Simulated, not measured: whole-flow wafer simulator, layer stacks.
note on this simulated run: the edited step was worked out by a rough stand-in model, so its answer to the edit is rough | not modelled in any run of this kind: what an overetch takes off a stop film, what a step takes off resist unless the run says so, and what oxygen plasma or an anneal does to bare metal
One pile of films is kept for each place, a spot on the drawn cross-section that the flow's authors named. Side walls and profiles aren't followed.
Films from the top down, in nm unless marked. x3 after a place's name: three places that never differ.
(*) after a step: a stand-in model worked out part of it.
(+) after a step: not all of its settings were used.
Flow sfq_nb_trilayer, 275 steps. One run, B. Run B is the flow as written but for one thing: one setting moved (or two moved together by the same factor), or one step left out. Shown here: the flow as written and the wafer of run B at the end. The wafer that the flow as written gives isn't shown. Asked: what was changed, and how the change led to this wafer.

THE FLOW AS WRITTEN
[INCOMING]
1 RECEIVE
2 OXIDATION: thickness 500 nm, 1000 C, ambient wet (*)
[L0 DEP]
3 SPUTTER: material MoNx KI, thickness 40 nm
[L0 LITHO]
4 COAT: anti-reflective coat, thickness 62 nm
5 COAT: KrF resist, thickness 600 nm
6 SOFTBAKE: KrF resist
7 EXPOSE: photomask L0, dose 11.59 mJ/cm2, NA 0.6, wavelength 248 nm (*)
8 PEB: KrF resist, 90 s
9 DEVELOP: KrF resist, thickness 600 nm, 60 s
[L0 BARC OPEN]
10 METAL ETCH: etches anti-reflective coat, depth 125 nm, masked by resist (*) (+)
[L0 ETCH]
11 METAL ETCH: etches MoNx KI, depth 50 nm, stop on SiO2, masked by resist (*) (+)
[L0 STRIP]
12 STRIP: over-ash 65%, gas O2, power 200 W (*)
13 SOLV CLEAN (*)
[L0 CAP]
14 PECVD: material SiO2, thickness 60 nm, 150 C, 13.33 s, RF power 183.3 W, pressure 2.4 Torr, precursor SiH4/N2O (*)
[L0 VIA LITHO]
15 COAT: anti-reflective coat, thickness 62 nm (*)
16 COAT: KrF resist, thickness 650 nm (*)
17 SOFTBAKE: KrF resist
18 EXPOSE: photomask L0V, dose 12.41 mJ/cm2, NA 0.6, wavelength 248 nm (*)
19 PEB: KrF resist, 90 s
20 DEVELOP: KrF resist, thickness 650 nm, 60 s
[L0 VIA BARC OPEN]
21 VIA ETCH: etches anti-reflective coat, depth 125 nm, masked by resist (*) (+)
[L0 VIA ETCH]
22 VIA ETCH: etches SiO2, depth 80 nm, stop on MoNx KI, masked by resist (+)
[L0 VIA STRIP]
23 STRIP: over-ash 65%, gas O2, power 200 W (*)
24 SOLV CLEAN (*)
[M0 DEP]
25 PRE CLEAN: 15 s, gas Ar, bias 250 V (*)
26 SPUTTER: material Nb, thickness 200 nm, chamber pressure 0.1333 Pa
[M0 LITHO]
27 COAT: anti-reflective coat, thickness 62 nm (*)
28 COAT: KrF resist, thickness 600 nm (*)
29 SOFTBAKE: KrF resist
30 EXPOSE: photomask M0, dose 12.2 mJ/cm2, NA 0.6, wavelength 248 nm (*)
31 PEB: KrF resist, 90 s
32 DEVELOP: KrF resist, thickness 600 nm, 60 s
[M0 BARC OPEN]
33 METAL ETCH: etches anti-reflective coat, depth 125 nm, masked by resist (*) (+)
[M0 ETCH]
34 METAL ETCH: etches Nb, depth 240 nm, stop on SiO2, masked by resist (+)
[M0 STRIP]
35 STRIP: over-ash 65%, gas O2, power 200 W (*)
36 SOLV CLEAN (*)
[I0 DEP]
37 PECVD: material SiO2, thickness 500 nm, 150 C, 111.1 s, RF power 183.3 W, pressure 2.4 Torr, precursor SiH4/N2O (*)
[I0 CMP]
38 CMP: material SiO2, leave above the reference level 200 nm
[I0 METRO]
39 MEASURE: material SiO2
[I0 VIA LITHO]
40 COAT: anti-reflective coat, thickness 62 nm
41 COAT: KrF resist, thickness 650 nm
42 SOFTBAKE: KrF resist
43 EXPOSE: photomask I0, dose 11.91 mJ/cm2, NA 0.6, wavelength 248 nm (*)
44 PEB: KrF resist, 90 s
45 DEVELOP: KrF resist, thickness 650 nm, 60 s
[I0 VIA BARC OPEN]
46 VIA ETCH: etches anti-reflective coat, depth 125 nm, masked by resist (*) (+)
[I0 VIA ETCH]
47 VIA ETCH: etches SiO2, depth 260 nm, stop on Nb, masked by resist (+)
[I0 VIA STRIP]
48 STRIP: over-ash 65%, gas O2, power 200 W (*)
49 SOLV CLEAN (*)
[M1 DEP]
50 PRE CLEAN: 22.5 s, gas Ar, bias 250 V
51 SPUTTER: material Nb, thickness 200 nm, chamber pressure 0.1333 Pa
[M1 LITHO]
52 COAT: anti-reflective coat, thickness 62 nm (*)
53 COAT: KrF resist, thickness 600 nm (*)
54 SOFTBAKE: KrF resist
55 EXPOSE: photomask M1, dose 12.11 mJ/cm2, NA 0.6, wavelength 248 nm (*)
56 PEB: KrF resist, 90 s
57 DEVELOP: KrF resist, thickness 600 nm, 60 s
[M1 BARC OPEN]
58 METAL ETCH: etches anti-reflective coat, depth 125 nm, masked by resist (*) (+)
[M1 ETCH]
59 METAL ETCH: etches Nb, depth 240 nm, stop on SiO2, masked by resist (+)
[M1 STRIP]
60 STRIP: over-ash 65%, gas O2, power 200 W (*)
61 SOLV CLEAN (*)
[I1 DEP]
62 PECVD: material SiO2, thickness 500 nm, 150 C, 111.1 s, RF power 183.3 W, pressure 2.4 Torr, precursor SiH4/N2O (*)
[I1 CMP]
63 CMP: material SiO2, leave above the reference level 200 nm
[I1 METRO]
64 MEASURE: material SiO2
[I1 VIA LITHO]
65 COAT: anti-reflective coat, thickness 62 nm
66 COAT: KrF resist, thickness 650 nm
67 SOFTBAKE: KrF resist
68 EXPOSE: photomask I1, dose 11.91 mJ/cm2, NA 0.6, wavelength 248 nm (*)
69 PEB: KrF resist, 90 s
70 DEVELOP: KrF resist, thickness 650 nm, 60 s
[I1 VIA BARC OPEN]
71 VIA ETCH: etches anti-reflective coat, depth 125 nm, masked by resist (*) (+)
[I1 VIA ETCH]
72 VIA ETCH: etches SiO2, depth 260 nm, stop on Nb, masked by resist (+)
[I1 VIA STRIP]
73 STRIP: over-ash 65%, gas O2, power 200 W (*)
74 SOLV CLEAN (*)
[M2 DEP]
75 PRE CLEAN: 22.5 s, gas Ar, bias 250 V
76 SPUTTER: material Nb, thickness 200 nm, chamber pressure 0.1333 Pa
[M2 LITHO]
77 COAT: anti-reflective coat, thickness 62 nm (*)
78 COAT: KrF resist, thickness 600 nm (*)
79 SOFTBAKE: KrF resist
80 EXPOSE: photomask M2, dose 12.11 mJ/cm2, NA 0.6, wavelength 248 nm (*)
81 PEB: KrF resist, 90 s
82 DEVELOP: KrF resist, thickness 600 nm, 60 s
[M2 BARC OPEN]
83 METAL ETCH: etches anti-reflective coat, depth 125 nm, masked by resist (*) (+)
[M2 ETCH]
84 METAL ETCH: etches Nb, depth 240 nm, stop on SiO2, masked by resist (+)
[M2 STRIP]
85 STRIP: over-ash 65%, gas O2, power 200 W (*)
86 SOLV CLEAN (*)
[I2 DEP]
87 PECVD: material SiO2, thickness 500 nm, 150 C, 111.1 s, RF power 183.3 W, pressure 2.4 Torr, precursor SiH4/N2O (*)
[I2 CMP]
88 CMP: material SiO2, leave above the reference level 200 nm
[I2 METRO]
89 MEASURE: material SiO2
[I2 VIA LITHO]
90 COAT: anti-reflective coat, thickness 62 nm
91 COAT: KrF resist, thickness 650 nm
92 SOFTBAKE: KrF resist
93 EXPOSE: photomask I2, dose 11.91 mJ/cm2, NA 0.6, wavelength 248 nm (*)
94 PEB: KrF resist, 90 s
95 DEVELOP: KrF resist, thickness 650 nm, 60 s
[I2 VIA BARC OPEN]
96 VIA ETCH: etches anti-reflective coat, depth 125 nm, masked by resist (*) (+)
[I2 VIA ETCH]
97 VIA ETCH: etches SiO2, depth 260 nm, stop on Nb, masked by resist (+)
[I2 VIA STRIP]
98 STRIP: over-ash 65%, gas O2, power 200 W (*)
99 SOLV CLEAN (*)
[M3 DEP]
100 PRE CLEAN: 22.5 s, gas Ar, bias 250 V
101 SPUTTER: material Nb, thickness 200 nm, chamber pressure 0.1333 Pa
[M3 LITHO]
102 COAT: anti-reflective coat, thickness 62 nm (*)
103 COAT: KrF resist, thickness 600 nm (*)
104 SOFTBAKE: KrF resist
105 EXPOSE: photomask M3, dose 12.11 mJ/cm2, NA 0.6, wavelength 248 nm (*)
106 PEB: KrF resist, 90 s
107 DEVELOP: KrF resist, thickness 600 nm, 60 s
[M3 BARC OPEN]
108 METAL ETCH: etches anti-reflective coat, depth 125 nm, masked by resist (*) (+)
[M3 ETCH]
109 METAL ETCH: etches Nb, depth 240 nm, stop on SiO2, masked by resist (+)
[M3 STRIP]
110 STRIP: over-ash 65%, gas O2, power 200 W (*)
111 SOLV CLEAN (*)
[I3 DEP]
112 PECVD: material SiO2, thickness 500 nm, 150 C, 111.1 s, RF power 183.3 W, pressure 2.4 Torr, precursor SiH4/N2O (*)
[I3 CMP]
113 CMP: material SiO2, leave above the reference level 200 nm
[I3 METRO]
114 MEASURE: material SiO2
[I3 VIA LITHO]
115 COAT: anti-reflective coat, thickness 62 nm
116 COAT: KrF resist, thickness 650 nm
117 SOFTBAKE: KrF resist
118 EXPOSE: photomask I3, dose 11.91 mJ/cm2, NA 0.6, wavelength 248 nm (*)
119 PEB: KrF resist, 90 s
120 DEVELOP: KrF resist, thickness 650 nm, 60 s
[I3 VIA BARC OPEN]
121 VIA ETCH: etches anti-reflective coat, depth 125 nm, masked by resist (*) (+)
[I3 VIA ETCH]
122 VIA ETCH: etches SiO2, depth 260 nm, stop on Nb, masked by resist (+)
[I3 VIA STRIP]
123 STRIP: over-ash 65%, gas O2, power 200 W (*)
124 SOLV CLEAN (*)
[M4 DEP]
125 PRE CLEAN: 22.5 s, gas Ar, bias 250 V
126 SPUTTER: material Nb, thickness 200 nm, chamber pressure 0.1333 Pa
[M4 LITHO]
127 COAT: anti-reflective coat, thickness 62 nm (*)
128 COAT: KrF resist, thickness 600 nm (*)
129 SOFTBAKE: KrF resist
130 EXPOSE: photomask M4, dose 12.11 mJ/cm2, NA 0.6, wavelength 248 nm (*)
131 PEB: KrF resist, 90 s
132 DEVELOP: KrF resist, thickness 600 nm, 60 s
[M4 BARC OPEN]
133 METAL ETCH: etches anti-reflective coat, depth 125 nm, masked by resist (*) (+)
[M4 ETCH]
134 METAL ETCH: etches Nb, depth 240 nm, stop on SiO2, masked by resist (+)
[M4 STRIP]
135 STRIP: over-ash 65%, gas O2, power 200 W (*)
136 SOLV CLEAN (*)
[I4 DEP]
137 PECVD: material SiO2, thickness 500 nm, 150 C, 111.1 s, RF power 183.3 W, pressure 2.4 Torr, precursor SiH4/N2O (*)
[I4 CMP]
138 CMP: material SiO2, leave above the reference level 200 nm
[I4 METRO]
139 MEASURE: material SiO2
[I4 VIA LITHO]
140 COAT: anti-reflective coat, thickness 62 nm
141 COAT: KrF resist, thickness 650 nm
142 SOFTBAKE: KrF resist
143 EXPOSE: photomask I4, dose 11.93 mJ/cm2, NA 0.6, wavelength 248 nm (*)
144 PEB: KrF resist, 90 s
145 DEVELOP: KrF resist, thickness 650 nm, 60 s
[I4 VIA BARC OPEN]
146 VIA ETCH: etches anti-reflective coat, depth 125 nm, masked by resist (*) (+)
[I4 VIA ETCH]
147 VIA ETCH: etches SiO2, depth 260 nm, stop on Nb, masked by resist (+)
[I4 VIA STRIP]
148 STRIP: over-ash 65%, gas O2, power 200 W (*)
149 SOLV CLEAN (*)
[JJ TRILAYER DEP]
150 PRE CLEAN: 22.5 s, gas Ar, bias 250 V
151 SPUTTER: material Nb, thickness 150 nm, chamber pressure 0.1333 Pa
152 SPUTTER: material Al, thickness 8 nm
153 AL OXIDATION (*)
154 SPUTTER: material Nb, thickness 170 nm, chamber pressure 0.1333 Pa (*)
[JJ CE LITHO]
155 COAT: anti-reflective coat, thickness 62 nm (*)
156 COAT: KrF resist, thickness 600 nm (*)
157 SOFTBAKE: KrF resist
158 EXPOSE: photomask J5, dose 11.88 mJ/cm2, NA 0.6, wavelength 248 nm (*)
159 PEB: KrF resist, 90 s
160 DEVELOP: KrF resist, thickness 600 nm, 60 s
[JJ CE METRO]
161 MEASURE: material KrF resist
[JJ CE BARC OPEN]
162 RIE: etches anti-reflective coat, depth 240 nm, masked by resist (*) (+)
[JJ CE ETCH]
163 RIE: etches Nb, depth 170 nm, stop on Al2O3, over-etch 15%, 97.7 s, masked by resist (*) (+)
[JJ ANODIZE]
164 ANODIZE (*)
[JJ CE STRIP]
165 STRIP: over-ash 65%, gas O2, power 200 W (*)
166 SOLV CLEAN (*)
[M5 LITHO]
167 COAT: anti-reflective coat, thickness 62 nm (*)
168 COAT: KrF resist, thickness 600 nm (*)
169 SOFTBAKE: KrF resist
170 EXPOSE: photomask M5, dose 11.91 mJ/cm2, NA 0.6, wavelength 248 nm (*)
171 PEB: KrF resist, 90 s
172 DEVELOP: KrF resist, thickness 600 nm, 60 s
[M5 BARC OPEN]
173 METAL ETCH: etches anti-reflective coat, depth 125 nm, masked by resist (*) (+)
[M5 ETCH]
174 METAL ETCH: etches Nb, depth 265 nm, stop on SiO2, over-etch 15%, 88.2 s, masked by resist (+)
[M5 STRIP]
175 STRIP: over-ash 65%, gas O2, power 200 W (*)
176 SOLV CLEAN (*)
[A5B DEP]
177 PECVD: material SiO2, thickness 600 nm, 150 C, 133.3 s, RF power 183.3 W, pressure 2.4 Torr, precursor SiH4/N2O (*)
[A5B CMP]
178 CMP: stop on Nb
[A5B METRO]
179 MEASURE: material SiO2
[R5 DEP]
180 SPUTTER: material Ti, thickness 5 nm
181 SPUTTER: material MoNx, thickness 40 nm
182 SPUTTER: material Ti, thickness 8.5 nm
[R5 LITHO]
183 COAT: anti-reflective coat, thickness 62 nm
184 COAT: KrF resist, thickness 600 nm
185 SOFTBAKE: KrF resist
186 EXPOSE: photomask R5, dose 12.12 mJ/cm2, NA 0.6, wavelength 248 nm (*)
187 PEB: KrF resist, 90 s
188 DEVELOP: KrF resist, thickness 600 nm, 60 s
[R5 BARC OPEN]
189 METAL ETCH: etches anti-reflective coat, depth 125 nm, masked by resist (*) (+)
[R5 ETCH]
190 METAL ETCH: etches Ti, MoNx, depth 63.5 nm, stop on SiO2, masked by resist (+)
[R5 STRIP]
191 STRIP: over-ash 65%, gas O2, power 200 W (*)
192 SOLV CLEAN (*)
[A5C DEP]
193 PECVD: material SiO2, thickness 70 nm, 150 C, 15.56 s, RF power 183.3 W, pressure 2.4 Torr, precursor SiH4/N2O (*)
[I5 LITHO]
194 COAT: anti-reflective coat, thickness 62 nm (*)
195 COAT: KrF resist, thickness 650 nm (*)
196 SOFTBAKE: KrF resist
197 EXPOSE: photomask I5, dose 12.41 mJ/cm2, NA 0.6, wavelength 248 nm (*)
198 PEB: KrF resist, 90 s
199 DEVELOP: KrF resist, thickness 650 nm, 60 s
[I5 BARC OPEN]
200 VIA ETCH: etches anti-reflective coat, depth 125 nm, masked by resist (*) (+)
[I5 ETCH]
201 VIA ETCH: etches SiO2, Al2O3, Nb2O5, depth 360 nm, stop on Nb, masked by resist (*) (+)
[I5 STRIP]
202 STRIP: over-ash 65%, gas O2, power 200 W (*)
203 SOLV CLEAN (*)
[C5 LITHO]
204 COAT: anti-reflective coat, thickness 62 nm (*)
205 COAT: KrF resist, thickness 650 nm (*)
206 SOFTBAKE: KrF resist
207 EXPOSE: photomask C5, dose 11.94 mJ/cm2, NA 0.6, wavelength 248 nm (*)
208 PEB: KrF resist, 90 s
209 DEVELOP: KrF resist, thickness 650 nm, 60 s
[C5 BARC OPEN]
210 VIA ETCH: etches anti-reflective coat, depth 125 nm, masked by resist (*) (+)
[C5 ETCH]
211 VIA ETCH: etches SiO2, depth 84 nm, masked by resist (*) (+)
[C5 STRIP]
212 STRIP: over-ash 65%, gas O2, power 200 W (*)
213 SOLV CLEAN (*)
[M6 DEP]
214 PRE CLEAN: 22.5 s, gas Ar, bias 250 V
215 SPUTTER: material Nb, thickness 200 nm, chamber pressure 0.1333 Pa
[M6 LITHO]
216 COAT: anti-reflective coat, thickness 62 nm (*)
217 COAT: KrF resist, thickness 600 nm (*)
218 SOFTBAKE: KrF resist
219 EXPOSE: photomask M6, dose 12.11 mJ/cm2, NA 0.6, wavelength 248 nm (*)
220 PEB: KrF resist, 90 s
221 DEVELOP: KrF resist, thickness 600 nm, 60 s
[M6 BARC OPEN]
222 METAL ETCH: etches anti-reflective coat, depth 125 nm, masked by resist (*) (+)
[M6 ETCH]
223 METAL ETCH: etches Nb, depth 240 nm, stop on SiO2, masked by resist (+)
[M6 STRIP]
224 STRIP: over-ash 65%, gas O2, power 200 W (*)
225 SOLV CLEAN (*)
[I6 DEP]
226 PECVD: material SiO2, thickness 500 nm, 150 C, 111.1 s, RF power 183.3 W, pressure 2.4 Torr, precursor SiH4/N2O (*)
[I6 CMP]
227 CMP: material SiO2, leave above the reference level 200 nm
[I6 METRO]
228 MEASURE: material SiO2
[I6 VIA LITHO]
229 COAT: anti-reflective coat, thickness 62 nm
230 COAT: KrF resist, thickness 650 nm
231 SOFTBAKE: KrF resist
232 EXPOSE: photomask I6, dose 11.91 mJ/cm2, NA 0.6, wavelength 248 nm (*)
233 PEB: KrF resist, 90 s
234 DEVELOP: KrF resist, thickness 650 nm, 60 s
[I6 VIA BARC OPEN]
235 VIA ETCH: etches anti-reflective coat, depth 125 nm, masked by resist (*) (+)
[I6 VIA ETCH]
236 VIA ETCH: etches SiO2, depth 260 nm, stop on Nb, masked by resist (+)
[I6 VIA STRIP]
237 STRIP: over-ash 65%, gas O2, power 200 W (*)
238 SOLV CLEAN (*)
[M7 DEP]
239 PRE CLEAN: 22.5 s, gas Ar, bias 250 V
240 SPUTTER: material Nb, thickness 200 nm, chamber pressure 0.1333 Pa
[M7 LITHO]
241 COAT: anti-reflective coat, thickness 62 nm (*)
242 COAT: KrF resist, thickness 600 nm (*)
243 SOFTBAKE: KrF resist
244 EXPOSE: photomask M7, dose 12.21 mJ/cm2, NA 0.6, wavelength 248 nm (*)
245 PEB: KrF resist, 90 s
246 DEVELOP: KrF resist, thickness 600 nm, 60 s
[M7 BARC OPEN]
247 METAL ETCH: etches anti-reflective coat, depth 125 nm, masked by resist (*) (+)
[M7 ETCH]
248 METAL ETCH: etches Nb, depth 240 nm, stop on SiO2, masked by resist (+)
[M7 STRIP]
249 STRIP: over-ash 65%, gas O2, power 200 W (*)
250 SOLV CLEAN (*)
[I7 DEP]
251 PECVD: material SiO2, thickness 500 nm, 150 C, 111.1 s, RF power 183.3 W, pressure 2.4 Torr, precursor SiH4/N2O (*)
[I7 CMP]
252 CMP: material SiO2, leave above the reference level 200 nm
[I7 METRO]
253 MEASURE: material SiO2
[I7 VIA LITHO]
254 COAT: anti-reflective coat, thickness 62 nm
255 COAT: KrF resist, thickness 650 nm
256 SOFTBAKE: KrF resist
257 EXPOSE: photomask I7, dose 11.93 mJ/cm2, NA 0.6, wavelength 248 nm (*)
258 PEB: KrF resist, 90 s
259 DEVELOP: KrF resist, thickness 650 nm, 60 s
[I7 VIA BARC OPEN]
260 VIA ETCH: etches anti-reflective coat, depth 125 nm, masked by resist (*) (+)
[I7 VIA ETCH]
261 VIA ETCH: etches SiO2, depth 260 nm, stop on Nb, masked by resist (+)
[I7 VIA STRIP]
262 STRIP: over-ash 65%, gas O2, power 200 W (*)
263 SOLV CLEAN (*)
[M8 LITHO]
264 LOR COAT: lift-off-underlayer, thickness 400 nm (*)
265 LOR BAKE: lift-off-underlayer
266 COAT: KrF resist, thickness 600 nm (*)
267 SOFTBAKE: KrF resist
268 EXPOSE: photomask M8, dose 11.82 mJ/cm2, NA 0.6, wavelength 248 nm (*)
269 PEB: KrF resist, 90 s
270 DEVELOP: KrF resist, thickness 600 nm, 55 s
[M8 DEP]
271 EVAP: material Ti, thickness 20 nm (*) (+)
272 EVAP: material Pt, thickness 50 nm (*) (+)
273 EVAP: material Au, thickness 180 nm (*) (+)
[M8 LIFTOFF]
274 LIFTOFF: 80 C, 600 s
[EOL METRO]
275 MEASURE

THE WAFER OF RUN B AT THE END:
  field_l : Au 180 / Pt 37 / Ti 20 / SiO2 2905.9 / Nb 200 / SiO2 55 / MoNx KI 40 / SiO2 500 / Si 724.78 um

The cause: step 272, EVAP: thickness 37 nm was run, where the flow has thickness 50 nm.
It can be read off the wafer: field_l has Pt 37, and step 272 as written asks for 50 nm.

How the change led to this, step by step:
  272 EVAP: material Pt, thickness 50 nm (*) (+)
      field_l, v_sur, via_wl and 103 more: Pt +37 (new film) (as written it would be: Pt +50 (new film))
  274 LIFTOFF: 80 C, 600 s
      p4_fl x3, p4_w1 x9, p4_g1 x2 and 60 more: Au -180 (all of it), Pt -37 (all of it), Ti -20 (all of it), KrF resist -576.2 (all of it), lift-off-underlayer -400 (all of it) (as written it would be: Au -180 (all of it), Pt -50 (all of it), Ti -20 (all of it), KrF resist -576.2 (all of it), lift-off-underlayer -400 (all of it))
      c5j, ce_r: Au -180 (all of it), Pt -37 (all of it), Ti -20 (all of it), KrF resist -573.3 (all of it), lift-off-underlayer -399.3 (all of it) (as written it would be: Au -180 (all of it), Pt -50 (all of it), Ti -20 (all of it), KrF resist -573.3 (all of it), lift-off-underlayer -399.3 (all of it))
      (and at 19 more places)
